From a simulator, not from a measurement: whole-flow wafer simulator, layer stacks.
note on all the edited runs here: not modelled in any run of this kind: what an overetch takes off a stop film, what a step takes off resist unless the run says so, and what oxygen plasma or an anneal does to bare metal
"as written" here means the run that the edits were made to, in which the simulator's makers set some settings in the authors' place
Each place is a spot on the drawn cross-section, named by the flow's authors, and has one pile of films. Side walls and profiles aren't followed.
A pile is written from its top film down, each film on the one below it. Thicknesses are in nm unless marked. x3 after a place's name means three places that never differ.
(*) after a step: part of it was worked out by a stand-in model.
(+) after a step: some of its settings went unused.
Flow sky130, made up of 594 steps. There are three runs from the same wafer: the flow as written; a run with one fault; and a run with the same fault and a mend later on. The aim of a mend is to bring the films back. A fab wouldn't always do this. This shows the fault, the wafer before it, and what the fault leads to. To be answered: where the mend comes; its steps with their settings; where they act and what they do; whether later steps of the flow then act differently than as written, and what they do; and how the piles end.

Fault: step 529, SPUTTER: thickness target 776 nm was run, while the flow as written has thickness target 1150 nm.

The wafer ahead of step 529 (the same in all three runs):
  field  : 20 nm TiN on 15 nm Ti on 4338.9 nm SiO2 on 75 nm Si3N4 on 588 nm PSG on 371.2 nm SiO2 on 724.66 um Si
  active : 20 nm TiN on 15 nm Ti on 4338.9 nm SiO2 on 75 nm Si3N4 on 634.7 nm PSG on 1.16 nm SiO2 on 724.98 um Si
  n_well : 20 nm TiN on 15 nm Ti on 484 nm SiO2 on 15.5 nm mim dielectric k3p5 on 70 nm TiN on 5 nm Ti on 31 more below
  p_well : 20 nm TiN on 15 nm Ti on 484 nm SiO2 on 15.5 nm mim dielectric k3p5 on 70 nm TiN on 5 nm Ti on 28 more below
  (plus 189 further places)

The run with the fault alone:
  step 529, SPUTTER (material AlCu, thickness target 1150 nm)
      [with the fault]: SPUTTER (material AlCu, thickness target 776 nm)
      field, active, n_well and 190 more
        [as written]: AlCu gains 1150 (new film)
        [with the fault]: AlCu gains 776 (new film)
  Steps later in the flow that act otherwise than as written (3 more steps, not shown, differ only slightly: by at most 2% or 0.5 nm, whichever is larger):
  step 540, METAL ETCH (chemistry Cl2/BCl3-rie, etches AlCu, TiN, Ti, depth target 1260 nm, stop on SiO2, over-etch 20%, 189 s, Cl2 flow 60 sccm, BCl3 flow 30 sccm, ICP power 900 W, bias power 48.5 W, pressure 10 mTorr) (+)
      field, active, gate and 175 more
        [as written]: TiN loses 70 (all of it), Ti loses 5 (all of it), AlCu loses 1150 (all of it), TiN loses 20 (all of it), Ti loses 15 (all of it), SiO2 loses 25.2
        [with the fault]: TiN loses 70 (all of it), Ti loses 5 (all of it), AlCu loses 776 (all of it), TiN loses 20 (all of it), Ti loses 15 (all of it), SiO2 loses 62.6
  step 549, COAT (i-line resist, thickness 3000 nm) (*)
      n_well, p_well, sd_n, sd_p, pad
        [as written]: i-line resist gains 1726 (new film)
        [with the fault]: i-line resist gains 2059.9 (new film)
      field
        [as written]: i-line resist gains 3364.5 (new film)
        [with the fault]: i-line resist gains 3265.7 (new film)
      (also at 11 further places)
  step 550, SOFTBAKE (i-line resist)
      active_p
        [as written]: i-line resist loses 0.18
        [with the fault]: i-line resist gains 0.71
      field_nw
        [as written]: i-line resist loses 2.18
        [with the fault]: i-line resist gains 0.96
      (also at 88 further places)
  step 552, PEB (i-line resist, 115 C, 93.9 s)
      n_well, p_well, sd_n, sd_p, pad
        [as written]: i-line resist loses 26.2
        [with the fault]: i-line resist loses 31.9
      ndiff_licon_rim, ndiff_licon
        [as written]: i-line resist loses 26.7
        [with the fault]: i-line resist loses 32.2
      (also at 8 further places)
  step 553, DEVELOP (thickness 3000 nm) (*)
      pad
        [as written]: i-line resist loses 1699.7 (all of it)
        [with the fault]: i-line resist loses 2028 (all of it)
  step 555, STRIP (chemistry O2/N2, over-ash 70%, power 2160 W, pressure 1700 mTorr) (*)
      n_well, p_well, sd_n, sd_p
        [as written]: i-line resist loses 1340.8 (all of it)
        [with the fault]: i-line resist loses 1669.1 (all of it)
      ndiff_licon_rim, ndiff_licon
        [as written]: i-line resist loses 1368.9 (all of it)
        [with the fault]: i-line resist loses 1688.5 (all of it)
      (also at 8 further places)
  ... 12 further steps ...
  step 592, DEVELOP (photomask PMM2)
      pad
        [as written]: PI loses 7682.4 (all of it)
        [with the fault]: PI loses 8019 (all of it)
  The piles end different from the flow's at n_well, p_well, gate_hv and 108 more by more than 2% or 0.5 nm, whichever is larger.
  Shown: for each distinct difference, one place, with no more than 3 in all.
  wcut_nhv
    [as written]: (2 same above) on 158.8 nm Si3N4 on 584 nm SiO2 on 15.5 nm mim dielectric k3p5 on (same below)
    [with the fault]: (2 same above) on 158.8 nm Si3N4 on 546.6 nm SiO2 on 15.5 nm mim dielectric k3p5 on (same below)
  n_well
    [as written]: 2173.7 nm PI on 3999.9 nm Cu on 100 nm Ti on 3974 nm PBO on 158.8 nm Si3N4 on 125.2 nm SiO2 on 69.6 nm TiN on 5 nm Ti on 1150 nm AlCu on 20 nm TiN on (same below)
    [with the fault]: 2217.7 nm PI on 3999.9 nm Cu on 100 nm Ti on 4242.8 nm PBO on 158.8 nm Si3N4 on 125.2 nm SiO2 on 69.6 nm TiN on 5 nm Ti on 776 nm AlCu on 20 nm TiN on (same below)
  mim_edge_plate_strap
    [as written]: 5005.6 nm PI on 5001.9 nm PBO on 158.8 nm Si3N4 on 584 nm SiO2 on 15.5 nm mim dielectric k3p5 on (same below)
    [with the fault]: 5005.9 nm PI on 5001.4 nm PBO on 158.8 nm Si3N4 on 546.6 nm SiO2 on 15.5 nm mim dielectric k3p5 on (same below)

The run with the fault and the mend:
  The mend follows step 529.
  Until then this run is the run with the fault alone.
  step 529a, SPUTTER (material AlCu, thickness target 374 nm) (a further turn of the flow's step 529, with different settings)
      field, active, n_well and 190 more
        AlCu gains 374
  None of the later steps of the flow acts differently than as written at any place that is followed.
  At every place that both follow, the piles at the end match the flow's.
